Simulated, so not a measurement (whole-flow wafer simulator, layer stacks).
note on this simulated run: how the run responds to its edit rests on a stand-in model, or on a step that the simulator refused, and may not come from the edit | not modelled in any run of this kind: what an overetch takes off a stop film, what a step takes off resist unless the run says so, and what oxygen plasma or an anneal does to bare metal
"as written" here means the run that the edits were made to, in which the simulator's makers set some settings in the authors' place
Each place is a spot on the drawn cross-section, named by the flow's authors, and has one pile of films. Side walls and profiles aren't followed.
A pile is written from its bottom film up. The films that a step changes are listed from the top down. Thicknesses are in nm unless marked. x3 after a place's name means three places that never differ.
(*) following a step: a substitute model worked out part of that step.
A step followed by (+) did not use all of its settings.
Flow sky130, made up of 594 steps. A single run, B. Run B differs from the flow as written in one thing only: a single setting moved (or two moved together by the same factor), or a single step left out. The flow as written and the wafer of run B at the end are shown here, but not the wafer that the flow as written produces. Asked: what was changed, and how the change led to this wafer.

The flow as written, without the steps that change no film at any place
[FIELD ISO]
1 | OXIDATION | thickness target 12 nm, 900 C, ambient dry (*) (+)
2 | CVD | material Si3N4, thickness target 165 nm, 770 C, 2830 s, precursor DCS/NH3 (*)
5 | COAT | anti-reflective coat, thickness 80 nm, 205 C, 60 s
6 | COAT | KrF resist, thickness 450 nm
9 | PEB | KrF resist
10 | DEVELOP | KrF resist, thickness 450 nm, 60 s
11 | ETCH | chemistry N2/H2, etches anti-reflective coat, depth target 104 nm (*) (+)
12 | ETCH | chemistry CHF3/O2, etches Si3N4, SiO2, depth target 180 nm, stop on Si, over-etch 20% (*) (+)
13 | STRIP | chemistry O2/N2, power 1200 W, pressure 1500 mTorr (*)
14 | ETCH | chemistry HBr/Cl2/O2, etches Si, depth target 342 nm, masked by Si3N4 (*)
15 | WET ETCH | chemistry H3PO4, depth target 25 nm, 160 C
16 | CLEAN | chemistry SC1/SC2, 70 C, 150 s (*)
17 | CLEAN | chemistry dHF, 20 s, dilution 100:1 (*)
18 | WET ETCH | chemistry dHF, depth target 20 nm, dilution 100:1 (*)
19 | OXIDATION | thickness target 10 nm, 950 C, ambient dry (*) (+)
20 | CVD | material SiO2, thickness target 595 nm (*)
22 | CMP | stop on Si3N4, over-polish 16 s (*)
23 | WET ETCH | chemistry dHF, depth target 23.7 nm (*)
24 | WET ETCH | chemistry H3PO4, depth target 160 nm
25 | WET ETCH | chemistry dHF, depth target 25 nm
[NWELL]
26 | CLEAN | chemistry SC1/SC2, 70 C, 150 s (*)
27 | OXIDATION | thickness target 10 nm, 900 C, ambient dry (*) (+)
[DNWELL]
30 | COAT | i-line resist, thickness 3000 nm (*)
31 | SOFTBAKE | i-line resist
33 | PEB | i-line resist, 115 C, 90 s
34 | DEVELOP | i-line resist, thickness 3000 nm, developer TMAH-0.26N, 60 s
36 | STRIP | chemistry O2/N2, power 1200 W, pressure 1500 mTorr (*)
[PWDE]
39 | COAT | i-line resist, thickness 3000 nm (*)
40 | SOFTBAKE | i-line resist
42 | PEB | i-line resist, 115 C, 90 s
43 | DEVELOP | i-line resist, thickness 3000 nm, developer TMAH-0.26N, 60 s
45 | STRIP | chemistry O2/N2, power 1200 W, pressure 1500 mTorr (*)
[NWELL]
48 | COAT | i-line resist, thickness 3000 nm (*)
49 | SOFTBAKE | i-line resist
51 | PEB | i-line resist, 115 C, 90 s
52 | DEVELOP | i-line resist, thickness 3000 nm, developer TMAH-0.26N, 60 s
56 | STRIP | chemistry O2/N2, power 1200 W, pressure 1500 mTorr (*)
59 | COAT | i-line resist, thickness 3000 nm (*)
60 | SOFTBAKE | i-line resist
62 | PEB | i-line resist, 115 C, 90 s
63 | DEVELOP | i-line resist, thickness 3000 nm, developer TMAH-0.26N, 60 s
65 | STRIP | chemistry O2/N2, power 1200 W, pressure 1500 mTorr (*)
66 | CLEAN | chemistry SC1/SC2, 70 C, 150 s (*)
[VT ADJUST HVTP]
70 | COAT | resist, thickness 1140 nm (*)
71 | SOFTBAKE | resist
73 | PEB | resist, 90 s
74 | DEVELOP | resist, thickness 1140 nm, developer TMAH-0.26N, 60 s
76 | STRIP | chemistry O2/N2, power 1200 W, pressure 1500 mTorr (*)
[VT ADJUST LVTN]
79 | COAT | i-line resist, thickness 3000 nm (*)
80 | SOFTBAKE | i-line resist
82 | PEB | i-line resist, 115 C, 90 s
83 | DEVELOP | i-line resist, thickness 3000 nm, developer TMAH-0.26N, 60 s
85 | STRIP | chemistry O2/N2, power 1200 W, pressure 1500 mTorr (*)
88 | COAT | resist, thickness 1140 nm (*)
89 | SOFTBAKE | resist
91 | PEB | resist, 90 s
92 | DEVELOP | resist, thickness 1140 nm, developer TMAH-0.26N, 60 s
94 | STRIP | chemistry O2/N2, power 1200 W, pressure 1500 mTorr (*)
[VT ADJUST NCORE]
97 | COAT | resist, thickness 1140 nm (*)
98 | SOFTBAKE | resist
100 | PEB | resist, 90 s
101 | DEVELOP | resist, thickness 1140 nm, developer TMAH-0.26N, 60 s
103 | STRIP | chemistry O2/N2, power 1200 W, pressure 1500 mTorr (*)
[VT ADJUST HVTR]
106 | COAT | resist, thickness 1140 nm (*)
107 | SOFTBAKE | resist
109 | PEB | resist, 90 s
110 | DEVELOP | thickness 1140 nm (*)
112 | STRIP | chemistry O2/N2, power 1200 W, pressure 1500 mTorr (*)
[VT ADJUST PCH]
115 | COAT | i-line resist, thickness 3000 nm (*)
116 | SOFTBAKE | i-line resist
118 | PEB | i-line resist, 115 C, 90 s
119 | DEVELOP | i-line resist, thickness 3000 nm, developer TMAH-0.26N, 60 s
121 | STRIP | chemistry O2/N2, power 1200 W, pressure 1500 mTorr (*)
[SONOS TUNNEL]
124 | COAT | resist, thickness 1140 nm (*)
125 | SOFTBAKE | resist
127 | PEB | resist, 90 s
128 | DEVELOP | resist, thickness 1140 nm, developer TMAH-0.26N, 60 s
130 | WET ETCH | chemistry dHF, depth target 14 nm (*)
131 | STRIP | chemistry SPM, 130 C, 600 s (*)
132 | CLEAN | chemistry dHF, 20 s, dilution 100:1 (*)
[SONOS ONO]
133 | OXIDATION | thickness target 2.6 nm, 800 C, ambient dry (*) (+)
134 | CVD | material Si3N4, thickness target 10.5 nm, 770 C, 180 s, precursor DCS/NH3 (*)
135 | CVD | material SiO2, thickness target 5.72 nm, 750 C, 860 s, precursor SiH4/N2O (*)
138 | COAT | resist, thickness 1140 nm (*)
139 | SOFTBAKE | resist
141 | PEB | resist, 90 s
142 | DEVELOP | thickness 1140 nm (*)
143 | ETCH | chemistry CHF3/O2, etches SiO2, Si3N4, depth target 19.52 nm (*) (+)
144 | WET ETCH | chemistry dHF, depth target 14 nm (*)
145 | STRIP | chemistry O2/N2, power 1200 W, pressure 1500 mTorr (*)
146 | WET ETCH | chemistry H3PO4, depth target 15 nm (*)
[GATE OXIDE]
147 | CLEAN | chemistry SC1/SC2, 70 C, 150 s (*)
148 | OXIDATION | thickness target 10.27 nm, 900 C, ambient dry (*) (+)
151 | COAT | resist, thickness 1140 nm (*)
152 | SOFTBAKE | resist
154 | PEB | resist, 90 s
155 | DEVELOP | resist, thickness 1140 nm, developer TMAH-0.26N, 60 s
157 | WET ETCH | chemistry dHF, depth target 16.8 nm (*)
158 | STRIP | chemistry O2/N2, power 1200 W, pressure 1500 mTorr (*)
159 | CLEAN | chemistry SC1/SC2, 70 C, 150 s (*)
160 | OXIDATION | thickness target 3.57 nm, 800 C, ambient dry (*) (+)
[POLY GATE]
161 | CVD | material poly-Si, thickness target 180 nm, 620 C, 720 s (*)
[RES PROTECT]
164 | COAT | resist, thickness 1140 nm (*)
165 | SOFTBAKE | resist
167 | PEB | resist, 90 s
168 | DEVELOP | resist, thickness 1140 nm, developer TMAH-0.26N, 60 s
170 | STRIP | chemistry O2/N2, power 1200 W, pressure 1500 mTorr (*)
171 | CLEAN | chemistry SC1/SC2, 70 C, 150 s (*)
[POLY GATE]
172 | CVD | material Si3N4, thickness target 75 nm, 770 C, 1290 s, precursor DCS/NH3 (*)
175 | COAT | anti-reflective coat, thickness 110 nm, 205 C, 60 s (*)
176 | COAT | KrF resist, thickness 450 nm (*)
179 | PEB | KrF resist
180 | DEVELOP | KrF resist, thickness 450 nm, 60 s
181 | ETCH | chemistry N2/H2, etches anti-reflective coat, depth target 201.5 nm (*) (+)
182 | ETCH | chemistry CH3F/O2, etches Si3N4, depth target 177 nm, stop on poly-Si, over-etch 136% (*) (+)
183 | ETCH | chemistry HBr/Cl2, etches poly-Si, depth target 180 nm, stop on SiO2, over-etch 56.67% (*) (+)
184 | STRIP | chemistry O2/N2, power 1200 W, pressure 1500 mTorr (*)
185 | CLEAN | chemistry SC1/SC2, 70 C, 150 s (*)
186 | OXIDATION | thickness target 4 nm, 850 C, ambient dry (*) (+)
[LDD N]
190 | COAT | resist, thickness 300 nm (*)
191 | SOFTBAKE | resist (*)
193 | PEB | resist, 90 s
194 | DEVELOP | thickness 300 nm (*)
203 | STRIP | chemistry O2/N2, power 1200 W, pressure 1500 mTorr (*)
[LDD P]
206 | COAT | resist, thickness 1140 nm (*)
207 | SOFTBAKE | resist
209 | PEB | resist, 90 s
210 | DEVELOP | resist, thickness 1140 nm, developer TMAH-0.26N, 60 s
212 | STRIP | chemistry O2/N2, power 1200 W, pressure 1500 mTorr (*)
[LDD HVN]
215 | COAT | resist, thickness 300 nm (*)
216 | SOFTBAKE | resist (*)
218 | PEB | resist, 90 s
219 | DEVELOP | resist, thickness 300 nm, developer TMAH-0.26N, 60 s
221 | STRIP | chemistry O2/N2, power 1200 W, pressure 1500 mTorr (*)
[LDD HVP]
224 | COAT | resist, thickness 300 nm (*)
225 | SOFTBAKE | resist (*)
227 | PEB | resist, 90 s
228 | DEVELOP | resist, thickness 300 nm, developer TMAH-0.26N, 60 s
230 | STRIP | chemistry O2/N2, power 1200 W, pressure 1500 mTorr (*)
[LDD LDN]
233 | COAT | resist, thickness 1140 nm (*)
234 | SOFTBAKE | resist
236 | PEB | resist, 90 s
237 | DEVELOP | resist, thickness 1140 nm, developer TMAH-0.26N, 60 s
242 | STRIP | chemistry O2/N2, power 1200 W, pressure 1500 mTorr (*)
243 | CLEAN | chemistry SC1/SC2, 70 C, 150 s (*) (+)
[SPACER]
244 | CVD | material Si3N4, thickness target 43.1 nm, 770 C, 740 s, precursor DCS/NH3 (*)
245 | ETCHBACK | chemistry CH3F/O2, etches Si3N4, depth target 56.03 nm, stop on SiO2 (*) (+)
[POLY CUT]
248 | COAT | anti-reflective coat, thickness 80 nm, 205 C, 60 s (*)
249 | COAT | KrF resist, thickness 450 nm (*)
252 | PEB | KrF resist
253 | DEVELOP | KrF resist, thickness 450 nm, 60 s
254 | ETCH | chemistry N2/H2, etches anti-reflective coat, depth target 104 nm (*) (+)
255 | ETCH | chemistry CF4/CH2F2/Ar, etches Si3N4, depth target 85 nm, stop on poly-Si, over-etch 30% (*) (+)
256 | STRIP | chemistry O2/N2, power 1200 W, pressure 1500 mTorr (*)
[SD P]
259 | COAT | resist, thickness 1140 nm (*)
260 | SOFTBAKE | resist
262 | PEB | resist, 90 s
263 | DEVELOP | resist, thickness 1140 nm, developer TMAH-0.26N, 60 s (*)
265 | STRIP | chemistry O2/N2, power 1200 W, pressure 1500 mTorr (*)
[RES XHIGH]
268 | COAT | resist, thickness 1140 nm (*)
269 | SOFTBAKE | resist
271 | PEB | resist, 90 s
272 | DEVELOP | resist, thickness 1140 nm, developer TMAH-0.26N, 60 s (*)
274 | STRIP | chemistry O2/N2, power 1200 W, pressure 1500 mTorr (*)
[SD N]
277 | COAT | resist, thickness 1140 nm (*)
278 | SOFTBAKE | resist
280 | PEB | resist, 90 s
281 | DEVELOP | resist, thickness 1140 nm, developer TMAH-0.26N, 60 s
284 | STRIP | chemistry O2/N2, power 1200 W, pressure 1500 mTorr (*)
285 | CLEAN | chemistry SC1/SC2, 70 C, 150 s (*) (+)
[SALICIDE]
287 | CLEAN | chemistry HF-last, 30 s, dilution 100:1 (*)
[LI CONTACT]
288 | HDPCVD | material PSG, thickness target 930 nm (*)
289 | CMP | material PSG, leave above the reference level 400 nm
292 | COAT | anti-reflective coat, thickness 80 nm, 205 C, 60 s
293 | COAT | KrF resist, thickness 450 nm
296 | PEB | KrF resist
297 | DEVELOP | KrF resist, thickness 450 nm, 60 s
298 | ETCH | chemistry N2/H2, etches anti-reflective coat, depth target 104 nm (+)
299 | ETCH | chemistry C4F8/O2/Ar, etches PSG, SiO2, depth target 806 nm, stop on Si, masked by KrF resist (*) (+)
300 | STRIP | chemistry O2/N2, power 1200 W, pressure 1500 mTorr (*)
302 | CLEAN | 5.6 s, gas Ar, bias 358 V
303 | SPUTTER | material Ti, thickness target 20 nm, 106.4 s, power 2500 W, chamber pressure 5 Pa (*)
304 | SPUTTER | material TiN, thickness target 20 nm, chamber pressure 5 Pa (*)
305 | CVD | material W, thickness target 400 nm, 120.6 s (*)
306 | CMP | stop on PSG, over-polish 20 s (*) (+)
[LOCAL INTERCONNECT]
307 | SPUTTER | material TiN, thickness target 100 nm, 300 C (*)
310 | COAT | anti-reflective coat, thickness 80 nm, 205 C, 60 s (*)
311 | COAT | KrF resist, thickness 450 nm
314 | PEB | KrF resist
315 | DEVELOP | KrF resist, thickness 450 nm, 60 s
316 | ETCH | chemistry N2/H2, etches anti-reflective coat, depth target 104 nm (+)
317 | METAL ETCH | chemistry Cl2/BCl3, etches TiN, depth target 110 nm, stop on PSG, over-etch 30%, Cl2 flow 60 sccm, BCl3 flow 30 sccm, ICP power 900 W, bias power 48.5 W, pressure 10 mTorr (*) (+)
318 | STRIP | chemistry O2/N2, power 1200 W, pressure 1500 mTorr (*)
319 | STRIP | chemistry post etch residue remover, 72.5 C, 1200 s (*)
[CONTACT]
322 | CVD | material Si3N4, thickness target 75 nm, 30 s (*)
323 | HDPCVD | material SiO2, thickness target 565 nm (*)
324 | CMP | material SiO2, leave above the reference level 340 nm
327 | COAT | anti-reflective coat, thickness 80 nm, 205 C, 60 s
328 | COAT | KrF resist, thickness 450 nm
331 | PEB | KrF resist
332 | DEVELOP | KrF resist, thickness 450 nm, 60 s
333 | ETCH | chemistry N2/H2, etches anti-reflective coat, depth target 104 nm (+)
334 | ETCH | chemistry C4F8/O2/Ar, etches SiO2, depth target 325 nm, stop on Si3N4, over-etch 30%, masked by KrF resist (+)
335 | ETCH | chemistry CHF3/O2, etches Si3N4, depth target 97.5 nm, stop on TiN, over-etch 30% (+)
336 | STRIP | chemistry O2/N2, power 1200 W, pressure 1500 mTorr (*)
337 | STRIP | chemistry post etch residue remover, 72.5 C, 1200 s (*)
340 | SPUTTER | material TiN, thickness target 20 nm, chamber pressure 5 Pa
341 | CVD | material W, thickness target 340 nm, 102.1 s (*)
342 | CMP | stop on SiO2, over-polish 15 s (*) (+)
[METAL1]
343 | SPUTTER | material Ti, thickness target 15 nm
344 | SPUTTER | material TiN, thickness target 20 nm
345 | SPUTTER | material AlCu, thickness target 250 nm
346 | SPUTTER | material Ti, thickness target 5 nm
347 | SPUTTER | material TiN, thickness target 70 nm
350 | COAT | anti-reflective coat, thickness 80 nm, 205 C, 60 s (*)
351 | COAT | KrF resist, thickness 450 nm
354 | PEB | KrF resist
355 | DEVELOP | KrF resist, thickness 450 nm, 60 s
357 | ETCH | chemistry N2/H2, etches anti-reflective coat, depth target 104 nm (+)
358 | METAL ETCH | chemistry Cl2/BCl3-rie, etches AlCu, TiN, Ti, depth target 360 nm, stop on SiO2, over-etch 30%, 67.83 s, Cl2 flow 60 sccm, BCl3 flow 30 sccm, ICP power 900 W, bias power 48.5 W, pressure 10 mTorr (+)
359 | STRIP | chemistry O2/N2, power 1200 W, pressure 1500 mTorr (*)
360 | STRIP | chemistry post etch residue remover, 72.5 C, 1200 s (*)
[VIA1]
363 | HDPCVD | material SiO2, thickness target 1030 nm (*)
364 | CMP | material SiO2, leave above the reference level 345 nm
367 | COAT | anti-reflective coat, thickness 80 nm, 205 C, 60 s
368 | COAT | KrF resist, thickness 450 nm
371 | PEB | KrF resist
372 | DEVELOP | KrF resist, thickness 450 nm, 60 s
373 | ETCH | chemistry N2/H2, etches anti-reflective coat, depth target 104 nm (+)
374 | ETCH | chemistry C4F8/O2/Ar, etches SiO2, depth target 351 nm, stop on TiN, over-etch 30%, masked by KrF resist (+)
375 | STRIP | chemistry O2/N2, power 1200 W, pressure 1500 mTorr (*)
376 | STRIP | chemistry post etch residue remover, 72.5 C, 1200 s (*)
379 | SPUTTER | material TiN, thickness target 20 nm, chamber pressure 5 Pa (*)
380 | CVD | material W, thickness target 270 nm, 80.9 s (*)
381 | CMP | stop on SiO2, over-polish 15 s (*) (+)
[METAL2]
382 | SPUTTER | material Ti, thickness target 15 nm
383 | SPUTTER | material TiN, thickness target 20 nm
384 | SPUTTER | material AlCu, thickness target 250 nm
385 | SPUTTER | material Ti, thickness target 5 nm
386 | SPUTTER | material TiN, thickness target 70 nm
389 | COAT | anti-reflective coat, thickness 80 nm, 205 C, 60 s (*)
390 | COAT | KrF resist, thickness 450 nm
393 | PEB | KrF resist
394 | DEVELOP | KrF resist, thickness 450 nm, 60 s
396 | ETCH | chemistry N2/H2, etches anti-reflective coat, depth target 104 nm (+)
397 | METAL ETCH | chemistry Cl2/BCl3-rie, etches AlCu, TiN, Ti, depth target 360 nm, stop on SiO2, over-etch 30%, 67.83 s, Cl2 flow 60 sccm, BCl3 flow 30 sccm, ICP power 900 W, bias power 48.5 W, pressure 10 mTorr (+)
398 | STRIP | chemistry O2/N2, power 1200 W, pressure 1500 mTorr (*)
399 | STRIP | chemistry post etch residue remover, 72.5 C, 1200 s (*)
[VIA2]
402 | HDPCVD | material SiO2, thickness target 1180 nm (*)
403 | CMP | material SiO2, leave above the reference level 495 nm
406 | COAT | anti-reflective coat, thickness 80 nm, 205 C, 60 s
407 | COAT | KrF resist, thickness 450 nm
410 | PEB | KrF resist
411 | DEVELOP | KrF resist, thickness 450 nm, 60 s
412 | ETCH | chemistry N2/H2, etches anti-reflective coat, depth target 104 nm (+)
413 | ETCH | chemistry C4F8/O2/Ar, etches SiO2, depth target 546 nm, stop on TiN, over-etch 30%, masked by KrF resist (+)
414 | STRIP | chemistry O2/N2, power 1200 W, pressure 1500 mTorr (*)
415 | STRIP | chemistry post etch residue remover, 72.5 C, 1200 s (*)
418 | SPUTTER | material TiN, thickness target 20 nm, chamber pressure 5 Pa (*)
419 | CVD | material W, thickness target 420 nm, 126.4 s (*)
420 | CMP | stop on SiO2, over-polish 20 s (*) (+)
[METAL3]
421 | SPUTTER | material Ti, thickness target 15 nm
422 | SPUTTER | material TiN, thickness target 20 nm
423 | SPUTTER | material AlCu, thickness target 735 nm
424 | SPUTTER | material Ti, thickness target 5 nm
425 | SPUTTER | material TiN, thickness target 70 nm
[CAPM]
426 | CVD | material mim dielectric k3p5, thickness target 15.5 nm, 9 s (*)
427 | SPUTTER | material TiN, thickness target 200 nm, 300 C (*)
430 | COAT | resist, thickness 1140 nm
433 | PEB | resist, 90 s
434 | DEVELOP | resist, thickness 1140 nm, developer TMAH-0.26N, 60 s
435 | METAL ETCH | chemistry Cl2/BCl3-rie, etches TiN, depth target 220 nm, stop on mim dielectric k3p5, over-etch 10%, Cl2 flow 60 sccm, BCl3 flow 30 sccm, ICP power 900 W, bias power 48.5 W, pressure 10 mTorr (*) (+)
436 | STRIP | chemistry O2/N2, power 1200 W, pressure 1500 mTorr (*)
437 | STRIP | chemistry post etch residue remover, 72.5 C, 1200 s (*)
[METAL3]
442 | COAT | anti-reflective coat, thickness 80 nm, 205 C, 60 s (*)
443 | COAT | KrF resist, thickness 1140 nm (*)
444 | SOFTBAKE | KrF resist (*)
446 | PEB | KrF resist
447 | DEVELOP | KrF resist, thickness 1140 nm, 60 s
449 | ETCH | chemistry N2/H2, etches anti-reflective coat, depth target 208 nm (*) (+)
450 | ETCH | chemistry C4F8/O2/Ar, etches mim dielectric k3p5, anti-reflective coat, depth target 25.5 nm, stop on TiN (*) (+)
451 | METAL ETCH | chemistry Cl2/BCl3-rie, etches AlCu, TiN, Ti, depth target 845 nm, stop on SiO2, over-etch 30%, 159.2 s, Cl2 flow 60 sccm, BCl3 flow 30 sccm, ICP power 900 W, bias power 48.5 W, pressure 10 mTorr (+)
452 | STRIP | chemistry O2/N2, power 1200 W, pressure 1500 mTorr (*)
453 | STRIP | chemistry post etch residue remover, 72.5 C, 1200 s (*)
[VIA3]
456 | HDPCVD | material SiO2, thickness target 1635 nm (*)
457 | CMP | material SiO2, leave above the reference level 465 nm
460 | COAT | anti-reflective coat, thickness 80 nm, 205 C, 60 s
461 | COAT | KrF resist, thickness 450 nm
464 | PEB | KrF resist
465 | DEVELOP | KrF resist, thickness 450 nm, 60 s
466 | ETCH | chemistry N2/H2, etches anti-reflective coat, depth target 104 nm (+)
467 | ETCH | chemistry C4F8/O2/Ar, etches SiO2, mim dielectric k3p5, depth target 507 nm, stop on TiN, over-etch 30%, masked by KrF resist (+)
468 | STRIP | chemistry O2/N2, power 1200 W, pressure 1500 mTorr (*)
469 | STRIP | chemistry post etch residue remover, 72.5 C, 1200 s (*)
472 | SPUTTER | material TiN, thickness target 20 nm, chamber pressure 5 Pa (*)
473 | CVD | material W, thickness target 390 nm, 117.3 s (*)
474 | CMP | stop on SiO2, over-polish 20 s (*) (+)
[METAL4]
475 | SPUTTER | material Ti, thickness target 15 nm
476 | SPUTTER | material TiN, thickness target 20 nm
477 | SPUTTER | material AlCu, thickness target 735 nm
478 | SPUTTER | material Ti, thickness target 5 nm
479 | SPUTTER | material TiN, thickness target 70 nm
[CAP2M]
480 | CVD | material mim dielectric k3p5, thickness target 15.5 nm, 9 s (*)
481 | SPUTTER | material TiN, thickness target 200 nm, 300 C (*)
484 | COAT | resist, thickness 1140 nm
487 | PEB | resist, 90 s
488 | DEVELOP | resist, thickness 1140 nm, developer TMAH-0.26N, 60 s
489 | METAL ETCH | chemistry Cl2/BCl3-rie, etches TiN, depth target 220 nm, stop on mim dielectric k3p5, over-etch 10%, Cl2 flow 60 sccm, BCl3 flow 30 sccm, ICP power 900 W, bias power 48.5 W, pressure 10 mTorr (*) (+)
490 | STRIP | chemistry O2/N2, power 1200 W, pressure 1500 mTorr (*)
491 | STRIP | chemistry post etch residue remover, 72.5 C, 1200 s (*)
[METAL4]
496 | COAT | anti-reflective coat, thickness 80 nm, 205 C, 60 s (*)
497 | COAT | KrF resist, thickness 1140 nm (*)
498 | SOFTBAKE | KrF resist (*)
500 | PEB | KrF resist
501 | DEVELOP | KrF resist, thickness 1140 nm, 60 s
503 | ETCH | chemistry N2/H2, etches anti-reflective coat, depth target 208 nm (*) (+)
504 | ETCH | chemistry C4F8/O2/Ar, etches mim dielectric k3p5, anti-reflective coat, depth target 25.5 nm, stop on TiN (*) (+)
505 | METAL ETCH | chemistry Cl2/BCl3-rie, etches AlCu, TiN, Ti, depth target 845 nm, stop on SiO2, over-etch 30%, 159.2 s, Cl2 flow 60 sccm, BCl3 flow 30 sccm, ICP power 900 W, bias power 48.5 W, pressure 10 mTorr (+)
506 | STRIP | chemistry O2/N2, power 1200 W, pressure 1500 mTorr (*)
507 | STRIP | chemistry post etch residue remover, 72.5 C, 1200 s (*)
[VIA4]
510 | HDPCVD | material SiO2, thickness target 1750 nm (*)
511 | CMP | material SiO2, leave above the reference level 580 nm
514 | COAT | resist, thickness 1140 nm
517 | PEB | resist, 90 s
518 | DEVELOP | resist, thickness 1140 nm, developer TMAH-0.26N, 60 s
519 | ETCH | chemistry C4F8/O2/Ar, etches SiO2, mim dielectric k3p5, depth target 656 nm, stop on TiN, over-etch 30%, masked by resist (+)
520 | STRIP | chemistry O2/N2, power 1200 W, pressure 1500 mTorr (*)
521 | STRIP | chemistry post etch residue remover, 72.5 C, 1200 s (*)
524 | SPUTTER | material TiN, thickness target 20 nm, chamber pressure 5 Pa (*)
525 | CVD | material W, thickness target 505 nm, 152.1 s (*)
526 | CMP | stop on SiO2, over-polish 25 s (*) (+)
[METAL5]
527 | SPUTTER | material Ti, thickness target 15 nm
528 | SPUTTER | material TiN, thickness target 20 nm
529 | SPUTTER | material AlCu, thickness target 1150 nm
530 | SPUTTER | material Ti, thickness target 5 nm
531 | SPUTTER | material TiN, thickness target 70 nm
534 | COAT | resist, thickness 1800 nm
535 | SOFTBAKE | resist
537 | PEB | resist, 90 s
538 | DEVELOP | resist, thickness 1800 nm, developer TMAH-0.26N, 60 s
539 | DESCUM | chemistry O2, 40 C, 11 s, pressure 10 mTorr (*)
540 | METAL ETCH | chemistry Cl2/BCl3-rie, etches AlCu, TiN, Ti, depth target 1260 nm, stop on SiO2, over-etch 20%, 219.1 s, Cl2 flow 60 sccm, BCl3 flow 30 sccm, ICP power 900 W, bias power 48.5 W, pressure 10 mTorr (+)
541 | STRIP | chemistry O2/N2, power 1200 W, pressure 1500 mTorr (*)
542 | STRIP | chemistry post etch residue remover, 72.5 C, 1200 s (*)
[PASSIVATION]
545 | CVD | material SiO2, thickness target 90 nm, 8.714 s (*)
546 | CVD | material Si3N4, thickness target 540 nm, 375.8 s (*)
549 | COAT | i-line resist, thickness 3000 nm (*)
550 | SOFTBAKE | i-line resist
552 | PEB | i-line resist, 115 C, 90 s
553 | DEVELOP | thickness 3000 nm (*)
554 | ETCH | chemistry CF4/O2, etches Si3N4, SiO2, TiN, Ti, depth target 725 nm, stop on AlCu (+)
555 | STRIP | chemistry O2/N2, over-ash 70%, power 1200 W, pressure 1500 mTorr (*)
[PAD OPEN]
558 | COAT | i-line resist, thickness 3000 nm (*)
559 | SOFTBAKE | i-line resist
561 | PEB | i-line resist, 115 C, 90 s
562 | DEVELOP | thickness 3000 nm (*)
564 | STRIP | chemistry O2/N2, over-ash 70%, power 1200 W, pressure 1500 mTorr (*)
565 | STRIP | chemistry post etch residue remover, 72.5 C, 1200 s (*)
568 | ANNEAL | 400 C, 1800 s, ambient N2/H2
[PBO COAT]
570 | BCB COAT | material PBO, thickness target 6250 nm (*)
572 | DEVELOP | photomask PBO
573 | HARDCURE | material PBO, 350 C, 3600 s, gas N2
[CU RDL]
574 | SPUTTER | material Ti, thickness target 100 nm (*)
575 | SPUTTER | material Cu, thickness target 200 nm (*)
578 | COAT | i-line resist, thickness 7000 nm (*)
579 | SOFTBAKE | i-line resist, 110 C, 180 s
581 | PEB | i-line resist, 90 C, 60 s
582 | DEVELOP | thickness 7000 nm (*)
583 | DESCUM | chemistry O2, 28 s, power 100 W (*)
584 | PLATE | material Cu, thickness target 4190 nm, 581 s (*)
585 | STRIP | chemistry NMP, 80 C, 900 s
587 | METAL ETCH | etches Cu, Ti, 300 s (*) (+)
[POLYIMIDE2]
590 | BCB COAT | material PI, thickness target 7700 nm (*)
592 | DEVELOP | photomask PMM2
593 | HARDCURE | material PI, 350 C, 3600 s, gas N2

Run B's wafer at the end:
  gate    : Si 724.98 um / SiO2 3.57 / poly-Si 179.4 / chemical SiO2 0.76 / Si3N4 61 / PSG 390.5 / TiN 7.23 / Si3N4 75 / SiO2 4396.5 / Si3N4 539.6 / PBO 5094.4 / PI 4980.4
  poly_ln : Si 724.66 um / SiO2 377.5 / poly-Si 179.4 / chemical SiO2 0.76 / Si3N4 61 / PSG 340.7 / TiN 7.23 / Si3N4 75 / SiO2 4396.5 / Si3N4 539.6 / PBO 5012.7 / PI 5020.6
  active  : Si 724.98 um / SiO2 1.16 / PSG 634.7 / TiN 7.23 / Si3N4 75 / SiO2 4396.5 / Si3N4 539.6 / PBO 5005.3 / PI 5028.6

Cause: step 316, ETCH: depth target 67.6 nm was run, whereas the flow has depth target 104 nm.

The path from the change to this, step by step:
  316 | ETCH | chemistry N2/H2, etches anti-reflective coat, depth target 104 nm (+)
      field, active, gate and 87 more: -67.6 anti-reflective coat (it would be, as written: -80 anti-reflective coat (all of it), -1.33 TiN)
      rpo_hd: -67.6 anti-reflective coat (it would be, as written: -80 anti-reflective coat (all of it), -1.34 TiN)
      (as well as at 100 more places)
  317 | METAL ETCH | chemistry Cl2/BCl3, etches TiN, depth target 110 nm, stop on PSG, over-etch 30%, Cl2 flow 60 sccm, BCl3 flow 30 sccm, ICP power 900 W, bias power 48.5 W, pressure 10 mTorr (*) (+)
      field, active, gate and 80 more: -12.4 anti-reflective coat (all of it), -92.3 TiN (it would be, as written: -98.7 TiN (all of it))
      mim_edge_plate_strap, mim_edge_plate, mim_edge_gap, mim_edge_gap_sheet, rpo_hd, rpm_encl, rpm_encl_psd, iso_guard_nsd_tip: -12.4 anti-reflective coat (all of it), -92.4 TiN (it would be, as written: -98.7 TiN (all of it))
  318 | STRIP | chemistry O2/N2, power 1200 W, pressure 1500 mTorr (*)
      n_well, p_well, gate_hv and 88 more: -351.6 KrF resist (all of it), -80 anti-reflective coat (all of it) (it would be, as written: -331.4 KrF resist (all of it), -80 anti-reflective coat (all of it))
      drift_dnw, nw_fld, nw_fld__w1, ndiff_licon_rim, pnp_par_nw: -351.7 KrF resist (all of it), -80 anti-reflective coat (all of it) (it would be, as written: -331.4 KrF resist (all of it), -80 anti-reflective coat (all of it))
      (as well as at 4 more places)
  324 | CMP | material SiO2, leave above the reference level 340 nm
      field, active, gate and 80 more: -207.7 SiO2 (it would be, as written: -200.4 SiO2)
      mim_edge_plate_strap, mim_edge_plate, mim_edge_gap, mim_edge_gap_sheet, rpo_hd, rpm_encl, rpm_encl_psd, iso_guard_nsd_tip: -207.6 SiO2 (it would be, as written: -200.4 SiO2)
If metal films that touch count as one body, gate has 1 body; the flow as written gives 0 bodies.
If metal films that touch count as one body, poly_ln has 1 body; the flow as written gives 0 bodies.
If metal films that touch count as one body, active has 1 body; the flow as written gives 0 bodies.
